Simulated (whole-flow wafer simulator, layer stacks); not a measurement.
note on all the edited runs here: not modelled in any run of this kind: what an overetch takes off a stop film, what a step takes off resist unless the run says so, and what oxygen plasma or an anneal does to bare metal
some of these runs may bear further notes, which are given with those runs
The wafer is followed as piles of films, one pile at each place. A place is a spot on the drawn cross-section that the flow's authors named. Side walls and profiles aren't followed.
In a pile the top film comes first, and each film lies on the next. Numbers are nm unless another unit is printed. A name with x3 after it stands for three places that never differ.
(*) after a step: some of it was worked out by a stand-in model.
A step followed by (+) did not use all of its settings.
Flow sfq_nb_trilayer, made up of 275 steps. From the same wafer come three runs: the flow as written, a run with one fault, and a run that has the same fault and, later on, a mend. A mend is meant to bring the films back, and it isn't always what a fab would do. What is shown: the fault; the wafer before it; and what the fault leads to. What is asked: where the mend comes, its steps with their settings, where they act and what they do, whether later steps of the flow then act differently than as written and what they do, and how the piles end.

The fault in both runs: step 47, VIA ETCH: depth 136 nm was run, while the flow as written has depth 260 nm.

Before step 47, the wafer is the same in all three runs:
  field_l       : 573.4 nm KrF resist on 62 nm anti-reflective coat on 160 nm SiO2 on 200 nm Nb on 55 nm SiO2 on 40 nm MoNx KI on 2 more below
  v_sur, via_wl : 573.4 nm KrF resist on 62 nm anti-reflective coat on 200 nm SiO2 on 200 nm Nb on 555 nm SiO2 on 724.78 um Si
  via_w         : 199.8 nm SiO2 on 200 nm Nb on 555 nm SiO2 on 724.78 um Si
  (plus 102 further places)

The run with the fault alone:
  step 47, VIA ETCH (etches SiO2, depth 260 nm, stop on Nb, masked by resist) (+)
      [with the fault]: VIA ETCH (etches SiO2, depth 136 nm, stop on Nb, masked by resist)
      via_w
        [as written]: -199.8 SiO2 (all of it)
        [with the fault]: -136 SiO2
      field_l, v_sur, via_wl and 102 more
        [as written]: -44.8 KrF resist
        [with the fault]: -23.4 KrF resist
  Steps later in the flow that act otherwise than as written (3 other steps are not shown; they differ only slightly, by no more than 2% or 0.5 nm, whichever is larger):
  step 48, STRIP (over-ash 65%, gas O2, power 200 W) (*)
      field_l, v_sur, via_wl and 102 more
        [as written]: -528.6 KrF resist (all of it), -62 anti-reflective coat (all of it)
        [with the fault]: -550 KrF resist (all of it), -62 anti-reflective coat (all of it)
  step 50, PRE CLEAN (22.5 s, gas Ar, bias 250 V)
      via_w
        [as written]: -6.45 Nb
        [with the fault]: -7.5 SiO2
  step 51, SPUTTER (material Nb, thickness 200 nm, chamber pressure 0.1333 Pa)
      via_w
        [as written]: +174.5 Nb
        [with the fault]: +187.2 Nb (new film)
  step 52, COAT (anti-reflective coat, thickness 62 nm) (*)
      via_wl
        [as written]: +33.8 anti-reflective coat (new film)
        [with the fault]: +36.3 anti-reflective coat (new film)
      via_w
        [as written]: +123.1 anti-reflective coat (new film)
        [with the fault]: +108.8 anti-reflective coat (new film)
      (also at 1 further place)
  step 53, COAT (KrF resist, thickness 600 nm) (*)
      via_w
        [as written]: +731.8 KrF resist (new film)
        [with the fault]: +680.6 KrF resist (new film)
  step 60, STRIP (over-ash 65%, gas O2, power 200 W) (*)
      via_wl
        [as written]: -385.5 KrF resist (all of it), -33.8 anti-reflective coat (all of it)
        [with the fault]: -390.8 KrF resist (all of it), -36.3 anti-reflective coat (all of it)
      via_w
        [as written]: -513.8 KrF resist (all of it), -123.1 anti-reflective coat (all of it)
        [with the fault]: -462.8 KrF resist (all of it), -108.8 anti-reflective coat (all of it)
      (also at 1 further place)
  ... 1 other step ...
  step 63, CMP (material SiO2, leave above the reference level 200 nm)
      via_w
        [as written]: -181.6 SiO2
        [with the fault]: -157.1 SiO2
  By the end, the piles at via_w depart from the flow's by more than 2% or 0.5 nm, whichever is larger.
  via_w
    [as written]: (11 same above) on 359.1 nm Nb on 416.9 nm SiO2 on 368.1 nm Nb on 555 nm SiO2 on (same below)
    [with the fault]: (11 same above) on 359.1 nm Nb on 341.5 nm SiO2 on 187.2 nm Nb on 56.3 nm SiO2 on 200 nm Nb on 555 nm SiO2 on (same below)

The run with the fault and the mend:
  The mend follows step 48.
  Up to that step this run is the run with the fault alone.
  step 48a, COAT (anti-reflective coat, thickness 62 nm) (*) (the flow's step 40 again)
      p4_fl x3, p4_w1 x9, p4_g1 x2 and 63 more
        +62 anti-reflective coat (new film)
      jj_sur, ce_l, c5j and 7 more
        +61.8 anti-reflective coat (new film)
      field_r, lsp_l, ln_m5, lsp_m, ln_m6, lsp_r, l0_sur, l0v
        +61.9 anti-reflective coat (new film)
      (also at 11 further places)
  step 48b, COAT (KrF resist, thickness 650 nm) (*) (the flow's step 41 again)
      p4_fl x3, p4_w1 x9, p4_g1 x2 and 63 more
        +650 KrF resist (new film)
      r_sur, res, r_end, moat, field_r, lsp_l, l0_sur, l0v
        +649.6 KrF resist (new film)
      ln_m5, lsp_m, ln_m6, lsp_r
        +649.7 KrF resist (new film)
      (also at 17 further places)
  step 48c, SOFTBAKE (KrF resist) (the flow's step 42 again)
      alters no film at any place that is followed
  step 48d, EXPOSE (photomask I0, dose 11.91 mJ/cm2, NA 0.6, wavelength 248 nm) (*) (the flow's step 43 again)
      alters no film at any place that is followed
  step 48e, PEB (KrF resist, 90 s) (the flow's step 44 again)
      be_sur, gap, jj_sur and 94 more
        -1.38 KrF resist
      field_l, via_v, wire, be
        -1.37 KrF resist
      v_sur, via_sp
        -1.36 KrF resist
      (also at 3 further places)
  step 48f, DEVELOP (KrF resist, thickness 650 nm, 60 s) (the flow's step 45 again)
      field_l, v_sur, via_wl and 102 more
        -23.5 KrF resist
      via_w
        -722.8 KrF resist (all of it)
  step 48g, VIA ETCH (etches anti-reflective coat, depth 125 nm, masked by resist) (+) (the flow's step 46 again)
      field_l, v_sur, via_wl and 102 more
        -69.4 KrF resist
      via_w
        -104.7 anti-reflective coat (all of it), -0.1 SiO2
  step 48h, VIA ETCH (etches SiO2, depth 124 nm, stop on Nb, masked by resist) (+) (the flow's step 47 again, with other settings)
      field_l, v_sur, via_wl and 102 more
        -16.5 KrF resist
      via_w
        -63.7 SiO2 (all of it)
  step 48i, STRIP (over-ash 65%, gas O2, power 200 W) (*) (the flow's step 48 again)
      p4_fl x3, p4_w1 x9, p4_g1 x2 and 63 more
        -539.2 KrF resist (all of it), -62 anti-reflective coat (all of it)
      field_r, lsp_l, ln_m5, lsp_m, ln_m6, lsp_r, l0_sur, l0v
        -538.8 KrF resist (all of it), -61.9 anti-reflective coat (all of it)
      ce_l, c5j, ce_r
        -538.6 KrF resist (all of it), -61.8 anti-reflective coat (all of it)
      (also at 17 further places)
  Later steps of the flow that are run all act as written at every place that is followed, up to a difference of at most 2% or 0.5 nm, whichever is larger.
  At the end the piles are close to the flow's at the places that both follow, differing by at most 2% or 0.5 nm, whichever is larger.
